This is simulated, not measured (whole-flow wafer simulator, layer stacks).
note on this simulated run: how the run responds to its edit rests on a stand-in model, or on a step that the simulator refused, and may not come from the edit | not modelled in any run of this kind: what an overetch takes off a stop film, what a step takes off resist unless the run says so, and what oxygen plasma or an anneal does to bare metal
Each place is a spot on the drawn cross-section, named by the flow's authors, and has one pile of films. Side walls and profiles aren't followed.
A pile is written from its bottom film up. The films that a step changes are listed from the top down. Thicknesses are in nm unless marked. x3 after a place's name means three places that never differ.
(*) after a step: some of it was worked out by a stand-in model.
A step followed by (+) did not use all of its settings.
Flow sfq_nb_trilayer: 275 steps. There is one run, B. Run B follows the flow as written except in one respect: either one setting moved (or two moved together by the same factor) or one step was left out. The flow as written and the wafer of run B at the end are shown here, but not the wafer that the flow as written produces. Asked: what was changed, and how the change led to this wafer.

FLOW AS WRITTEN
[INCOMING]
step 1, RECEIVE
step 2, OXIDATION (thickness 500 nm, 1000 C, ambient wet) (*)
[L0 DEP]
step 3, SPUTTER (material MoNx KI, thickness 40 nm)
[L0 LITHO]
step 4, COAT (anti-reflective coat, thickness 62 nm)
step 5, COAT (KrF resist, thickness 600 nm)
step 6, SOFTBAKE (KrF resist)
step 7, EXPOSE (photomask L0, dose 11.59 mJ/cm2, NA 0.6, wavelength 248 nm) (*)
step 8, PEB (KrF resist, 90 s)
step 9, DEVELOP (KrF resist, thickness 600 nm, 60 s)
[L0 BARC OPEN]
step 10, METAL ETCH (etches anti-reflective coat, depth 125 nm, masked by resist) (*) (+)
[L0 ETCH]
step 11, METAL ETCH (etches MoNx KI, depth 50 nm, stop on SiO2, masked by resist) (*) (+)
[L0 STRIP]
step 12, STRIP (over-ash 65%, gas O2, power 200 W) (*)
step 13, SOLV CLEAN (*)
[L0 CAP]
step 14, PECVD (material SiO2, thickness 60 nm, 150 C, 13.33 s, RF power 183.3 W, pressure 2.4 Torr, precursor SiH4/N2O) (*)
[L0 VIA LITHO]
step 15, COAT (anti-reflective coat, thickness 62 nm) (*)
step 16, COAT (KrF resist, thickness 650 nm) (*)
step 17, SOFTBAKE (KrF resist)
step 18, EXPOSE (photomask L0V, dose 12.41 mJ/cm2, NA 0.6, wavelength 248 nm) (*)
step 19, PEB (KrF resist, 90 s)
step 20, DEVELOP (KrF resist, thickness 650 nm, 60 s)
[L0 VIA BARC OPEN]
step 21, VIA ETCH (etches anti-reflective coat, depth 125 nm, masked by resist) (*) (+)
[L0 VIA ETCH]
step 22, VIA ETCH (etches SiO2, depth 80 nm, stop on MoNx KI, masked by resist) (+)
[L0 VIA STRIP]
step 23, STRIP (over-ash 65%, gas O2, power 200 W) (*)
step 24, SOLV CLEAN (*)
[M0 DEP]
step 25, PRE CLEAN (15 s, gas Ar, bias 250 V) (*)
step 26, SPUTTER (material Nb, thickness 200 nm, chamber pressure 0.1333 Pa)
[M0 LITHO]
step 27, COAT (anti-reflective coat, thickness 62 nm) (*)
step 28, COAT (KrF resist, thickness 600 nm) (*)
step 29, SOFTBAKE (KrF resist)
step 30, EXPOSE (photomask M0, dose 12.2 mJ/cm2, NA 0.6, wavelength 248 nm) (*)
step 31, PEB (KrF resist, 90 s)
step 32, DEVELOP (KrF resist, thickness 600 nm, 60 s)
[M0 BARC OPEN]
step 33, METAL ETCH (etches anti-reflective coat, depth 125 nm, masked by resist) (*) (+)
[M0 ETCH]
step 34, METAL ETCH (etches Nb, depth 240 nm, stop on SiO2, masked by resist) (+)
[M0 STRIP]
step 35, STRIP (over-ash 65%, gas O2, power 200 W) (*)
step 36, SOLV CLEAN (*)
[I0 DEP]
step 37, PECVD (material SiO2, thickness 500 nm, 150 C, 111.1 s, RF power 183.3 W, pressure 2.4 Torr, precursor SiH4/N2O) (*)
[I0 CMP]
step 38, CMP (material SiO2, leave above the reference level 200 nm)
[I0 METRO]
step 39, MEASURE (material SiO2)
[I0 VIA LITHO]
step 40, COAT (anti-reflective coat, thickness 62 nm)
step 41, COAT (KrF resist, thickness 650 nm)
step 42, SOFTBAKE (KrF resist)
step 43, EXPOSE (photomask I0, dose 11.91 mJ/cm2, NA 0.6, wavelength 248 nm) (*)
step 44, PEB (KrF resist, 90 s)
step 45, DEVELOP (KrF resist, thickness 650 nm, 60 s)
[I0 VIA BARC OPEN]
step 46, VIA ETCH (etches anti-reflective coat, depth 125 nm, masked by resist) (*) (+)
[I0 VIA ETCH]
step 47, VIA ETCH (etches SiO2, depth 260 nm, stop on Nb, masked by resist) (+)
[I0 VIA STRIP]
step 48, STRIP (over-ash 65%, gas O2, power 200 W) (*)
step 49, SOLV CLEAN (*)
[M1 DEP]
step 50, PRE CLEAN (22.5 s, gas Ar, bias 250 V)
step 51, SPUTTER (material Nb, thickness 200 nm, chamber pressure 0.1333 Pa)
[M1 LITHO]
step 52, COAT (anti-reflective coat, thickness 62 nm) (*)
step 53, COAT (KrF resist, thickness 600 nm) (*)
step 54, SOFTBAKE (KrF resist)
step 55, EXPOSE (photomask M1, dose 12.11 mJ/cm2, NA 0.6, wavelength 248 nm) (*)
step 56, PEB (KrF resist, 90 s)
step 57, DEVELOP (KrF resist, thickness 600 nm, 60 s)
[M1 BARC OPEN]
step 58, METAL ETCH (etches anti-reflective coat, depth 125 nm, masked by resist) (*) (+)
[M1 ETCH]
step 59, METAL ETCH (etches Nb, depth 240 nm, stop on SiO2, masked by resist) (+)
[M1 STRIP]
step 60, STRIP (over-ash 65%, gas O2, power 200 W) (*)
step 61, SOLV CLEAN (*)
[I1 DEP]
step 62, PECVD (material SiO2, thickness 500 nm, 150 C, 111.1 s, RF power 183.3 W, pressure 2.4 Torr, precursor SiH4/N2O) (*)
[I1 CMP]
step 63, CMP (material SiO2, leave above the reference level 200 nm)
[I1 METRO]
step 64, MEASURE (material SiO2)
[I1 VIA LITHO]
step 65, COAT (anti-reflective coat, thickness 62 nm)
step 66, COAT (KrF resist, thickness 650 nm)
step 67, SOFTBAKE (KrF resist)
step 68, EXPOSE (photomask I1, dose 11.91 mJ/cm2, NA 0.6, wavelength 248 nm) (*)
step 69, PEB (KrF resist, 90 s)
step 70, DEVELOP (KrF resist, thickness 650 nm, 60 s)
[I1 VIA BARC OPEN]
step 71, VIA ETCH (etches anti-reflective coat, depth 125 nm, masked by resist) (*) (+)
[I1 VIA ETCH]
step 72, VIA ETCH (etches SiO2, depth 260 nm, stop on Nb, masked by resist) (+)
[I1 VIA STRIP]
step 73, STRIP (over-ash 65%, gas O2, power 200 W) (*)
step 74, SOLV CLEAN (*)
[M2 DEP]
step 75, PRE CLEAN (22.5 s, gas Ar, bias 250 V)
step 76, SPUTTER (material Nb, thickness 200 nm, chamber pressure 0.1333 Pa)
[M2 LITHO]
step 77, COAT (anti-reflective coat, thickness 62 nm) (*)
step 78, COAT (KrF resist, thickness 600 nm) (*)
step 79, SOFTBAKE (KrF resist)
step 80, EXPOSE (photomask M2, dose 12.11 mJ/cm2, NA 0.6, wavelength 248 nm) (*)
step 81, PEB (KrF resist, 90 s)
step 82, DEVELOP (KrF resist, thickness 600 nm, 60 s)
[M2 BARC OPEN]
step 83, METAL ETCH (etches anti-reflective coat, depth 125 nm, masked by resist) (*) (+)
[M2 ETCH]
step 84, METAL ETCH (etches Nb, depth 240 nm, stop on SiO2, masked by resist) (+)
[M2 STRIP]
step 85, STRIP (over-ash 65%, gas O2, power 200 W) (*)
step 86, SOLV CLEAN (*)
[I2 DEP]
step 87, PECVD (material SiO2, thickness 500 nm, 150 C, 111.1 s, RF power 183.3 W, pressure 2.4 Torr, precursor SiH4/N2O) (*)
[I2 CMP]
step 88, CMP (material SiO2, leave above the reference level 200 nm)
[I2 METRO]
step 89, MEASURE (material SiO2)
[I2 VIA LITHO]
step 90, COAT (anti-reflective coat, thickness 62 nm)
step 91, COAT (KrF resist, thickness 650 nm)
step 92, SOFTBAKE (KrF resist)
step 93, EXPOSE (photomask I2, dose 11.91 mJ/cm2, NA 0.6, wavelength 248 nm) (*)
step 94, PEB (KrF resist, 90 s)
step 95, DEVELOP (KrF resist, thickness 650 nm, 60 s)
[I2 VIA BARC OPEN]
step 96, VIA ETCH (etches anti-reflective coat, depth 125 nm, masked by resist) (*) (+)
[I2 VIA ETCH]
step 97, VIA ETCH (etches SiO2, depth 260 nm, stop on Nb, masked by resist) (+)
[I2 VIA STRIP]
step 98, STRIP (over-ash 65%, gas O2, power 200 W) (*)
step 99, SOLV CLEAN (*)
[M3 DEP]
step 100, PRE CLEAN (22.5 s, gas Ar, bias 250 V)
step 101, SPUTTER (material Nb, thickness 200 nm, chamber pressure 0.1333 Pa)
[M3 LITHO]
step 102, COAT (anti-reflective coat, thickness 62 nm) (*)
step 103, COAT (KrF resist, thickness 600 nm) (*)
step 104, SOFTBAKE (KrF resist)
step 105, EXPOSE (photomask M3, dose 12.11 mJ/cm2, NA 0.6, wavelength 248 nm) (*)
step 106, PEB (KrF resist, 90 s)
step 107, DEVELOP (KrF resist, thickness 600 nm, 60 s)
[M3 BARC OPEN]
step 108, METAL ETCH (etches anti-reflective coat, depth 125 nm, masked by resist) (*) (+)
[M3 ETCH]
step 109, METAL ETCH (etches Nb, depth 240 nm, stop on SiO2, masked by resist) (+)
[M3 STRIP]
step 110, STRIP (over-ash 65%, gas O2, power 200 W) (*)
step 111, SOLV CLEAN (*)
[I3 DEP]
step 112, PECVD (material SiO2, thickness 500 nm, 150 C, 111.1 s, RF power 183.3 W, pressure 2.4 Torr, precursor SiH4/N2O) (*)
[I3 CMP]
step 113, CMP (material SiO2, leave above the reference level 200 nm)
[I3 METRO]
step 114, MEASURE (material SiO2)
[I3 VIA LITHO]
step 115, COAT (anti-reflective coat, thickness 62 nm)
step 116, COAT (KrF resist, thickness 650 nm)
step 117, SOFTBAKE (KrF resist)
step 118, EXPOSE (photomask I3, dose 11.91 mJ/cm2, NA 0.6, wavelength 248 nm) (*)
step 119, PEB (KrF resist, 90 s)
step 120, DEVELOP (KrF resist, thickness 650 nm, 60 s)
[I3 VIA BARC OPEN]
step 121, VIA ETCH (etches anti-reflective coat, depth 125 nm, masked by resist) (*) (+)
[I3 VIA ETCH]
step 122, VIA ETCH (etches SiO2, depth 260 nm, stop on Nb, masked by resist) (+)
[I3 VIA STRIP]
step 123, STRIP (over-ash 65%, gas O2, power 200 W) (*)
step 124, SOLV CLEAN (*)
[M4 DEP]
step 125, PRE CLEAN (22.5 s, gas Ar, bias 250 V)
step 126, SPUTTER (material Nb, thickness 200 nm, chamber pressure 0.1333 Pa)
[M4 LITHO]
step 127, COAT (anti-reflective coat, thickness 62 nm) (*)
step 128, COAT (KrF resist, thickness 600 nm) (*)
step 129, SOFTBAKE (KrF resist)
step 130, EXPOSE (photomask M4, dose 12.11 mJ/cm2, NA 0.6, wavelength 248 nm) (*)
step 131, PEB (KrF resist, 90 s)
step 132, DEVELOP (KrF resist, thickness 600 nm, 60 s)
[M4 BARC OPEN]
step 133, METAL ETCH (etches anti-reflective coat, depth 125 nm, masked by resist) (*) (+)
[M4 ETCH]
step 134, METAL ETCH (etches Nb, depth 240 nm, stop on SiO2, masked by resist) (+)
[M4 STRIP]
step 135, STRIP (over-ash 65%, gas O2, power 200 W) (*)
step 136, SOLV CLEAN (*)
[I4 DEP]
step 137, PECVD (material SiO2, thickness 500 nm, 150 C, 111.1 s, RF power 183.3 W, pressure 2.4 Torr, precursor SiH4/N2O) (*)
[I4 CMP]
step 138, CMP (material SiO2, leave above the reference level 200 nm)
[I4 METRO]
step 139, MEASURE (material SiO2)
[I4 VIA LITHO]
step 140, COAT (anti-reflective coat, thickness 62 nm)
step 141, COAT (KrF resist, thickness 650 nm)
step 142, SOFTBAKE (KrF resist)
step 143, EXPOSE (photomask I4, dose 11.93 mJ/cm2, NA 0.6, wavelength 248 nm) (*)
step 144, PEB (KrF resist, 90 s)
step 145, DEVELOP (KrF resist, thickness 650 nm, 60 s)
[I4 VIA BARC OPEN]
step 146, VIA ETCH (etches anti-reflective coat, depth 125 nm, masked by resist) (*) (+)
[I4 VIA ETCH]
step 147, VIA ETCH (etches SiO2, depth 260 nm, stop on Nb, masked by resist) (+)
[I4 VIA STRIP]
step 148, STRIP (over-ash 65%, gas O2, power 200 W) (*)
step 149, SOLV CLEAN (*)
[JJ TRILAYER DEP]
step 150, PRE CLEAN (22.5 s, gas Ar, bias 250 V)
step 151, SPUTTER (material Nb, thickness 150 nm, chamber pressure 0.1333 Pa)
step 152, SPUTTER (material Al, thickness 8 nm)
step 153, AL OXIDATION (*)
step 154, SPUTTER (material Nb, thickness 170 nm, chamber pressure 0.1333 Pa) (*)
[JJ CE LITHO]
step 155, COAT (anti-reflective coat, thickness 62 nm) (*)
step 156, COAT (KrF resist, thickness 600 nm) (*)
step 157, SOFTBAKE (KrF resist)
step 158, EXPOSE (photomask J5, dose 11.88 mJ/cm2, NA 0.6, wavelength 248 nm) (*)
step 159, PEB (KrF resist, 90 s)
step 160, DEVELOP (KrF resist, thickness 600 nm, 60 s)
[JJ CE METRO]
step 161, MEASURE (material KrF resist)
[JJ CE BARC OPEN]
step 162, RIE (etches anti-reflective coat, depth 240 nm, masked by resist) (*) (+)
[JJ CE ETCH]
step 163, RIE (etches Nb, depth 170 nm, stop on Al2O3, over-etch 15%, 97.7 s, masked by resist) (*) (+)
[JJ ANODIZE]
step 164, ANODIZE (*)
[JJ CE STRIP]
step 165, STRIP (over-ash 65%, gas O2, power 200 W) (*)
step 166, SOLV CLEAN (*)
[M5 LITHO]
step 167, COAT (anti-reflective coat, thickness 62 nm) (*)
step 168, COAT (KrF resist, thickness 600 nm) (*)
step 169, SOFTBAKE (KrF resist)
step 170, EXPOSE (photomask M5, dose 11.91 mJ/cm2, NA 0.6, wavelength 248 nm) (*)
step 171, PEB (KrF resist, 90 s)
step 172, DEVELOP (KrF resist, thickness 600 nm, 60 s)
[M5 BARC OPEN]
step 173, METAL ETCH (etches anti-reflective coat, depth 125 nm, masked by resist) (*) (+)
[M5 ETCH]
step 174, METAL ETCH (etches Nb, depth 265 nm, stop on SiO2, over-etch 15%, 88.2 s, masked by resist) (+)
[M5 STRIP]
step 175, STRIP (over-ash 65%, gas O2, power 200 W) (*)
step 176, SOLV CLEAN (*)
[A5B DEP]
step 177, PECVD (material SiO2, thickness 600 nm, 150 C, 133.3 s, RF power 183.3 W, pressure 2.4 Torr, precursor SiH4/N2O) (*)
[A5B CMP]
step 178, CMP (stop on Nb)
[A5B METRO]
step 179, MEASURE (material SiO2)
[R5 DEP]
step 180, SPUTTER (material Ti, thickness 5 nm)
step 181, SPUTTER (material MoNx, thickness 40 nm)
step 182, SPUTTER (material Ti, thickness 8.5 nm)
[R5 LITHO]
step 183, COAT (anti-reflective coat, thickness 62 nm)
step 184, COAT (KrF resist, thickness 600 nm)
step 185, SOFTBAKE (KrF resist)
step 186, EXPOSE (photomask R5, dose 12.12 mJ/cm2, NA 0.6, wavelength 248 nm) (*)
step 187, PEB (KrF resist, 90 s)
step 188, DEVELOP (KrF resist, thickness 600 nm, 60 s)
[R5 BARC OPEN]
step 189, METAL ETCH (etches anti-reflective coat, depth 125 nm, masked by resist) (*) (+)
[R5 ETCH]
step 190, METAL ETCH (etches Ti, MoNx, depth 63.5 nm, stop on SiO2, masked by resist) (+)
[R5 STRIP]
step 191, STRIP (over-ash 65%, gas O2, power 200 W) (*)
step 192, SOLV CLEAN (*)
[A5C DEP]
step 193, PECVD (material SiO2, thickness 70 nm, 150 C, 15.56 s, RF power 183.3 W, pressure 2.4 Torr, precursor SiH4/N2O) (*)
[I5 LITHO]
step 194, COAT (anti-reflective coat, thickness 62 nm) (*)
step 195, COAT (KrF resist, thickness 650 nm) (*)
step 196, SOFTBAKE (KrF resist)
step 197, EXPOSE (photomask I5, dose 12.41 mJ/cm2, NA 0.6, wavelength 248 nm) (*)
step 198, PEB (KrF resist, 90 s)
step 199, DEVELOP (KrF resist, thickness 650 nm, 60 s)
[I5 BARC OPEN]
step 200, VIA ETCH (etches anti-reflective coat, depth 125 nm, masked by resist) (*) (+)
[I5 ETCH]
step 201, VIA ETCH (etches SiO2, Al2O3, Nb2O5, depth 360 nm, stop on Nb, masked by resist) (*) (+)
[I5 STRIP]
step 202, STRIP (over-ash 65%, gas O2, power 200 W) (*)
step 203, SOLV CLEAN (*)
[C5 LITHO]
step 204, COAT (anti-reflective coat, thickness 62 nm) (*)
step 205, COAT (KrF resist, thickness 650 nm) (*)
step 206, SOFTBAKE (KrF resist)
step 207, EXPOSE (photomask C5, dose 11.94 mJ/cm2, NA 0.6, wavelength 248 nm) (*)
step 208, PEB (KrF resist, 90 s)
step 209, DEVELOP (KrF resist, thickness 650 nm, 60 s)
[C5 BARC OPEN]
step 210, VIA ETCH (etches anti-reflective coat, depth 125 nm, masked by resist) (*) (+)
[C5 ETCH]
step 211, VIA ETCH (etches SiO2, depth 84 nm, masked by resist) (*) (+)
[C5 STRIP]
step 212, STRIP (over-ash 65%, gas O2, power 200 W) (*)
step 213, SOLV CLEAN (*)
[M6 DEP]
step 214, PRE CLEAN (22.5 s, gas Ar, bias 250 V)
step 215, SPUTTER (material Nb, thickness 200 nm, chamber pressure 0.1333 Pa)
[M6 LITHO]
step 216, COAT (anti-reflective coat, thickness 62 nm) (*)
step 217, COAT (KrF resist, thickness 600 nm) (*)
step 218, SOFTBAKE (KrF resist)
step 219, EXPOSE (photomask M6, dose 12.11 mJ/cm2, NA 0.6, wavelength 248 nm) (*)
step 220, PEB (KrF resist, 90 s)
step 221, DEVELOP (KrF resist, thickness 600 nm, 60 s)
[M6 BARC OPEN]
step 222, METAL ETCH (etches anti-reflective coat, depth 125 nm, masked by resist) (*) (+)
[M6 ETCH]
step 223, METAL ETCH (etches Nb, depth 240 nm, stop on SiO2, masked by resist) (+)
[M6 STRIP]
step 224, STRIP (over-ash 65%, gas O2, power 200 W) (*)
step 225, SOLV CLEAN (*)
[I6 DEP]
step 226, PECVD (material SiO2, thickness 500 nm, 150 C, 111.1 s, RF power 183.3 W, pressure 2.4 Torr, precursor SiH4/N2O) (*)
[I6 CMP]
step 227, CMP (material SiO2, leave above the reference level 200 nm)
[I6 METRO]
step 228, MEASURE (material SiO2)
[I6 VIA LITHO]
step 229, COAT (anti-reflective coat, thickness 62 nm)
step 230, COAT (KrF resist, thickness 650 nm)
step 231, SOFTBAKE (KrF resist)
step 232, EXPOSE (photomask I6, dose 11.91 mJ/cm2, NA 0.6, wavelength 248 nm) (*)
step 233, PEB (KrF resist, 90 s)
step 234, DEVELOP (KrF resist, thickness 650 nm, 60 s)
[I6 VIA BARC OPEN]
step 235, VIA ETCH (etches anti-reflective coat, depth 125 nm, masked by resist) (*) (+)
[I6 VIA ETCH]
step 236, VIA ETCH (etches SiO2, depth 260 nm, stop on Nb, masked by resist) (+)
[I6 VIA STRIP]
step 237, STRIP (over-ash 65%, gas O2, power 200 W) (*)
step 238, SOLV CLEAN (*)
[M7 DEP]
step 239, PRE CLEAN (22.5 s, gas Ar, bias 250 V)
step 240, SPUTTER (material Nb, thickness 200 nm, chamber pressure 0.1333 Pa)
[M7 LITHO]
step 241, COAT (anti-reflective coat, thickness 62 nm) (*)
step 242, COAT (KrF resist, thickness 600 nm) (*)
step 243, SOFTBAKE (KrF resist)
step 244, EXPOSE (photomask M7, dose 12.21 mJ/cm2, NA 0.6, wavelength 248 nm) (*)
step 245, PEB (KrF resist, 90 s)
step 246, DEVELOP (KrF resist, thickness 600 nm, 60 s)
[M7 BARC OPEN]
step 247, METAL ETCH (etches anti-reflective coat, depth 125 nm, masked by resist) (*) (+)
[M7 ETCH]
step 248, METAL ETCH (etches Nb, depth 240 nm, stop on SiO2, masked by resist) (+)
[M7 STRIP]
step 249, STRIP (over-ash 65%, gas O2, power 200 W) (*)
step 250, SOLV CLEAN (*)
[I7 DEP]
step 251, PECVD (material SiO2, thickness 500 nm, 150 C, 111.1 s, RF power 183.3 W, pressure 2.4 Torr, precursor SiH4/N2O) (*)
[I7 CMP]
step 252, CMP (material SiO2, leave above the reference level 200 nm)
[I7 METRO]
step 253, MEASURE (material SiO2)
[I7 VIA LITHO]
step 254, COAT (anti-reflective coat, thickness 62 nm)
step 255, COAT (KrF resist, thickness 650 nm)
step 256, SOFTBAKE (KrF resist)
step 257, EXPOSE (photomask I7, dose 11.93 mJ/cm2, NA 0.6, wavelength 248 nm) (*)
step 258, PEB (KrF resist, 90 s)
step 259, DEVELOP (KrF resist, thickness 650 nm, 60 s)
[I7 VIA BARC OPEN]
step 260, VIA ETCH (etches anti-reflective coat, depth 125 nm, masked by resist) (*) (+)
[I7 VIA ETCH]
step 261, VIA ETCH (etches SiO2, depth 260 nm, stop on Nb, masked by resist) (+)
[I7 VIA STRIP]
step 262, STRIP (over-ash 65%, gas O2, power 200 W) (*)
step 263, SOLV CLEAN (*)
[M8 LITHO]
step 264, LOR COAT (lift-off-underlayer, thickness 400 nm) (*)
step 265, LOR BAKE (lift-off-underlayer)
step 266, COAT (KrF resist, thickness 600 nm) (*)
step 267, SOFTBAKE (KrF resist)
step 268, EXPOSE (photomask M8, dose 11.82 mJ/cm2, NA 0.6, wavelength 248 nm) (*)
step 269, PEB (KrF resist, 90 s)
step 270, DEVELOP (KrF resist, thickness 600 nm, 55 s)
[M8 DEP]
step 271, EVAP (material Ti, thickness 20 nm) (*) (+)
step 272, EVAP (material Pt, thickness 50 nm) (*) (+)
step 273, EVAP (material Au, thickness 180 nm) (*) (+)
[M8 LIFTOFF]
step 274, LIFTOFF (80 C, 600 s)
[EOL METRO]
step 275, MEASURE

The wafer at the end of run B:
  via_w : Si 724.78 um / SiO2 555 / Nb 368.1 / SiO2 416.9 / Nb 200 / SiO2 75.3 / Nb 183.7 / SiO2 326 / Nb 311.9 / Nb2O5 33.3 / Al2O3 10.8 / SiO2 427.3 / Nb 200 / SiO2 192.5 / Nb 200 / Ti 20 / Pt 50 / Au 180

Cause: step 97, VIA ETCH: depth 117 nm was run, though the flow has depth 260 nm.

Step by step, how the change led to this:
  step 97, VIA ETCH (etches SiO2, depth 260 nm, stop on Nb, masked by resist) (+)
      via_w: -117 SiO2 (in the flow as written it would be: -199.8 SiO2 (all of it))
      field_l, v_sur, via_wl and 102 more: -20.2 KrF resist (in the flow as written it would be: -44.8 KrF resist)
  step 98, STRIP (over-ash 65%, gas O2, power 200 W) (*)
      field_l, v_sur, via_wl and 102 more: -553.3 KrF resist (all of it), -62 anti-reflective coat (all of it) (in the flow as written it would be: -528.6 KrF resist (all of it), -62 anti-reflective coat (all of it))
  step 100, PRE CLEAN (22.5 s, gas Ar, bias 250 V)
      via_w: -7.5 SiO2 (in the flow as written it would be: -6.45 Nb)
  step 101, SPUTTER (material Nb, thickness 200 nm, chamber pressure 0.1333 Pa)
      via_w: +183.7 Nb (new film) (in the flow as written it would be: +165.5 Nb)
  step 102, COAT (anti-reflective coat, thickness 62 nm) (*)
      via_wl: +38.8 anti-reflective coat (new film) (in the flow as written it would be: +34.2 anti-reflective coat (new film))
      via_w: +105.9 anti-reflective coat (new film) (in the flow as written it would be: +124.8 anti-reflective coat (new film))
      (and at 1 other place as well)
  step 103, COAT (KrF resist, thickness 600 nm) (*)
      via_w: +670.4 KrF resist (new film) (in the flow as written it would be: +737.9 KrF resist (new film))
  step 110, STRIP (over-ash 65%, gas O2, power 200 W) (*)
      v_sur: -372.8 KrF resist (all of it), -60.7 anti-reflective coat (all of it) (in the flow as written it would be: -365.3 KrF resist (all of it), -61.1 anti-reflective coat (all of it))
      via_wl: -390.1 KrF resist (all of it), -38.8 anti-reflective coat (all of it) (in the flow as written it would be: -384.2 KrF resist (all of it), -34.2 anti-reflective coat (all of it))
      (and at 2 other places as well)
  step 112, PECVD (material SiO2, thickness 500 nm, 150 C, 111.1 s, RF power 183.3 W, pressure 2.4 Torr, precursor SiH4/N2O) (*)
      via_w: +500 SiO2 (new film) (in the flow as written it would be: +615 SiO2 (new film))
  step 113, CMP (material SiO2, leave above the reference level 200 nm)
      via_w: -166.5 SiO2 (in the flow as written it would be: -181.6 SiO2)
Taking metal films that touch as one body, via_w has 6 bodies (between them, from the top down: SiO2 192.5; SiO2 427.3 / Al2O3 10.8 / Nb2O5 33.3; SiO2 326; SiO2 75.3; SiO2 416.9); the flow as written gives 5 bodies (between them, from the top down: SiO2 192.5; SiO2 427.3 / Al2O3 10.8 / Nb2O5 33.3; SiO2 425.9; SiO2 416.9).
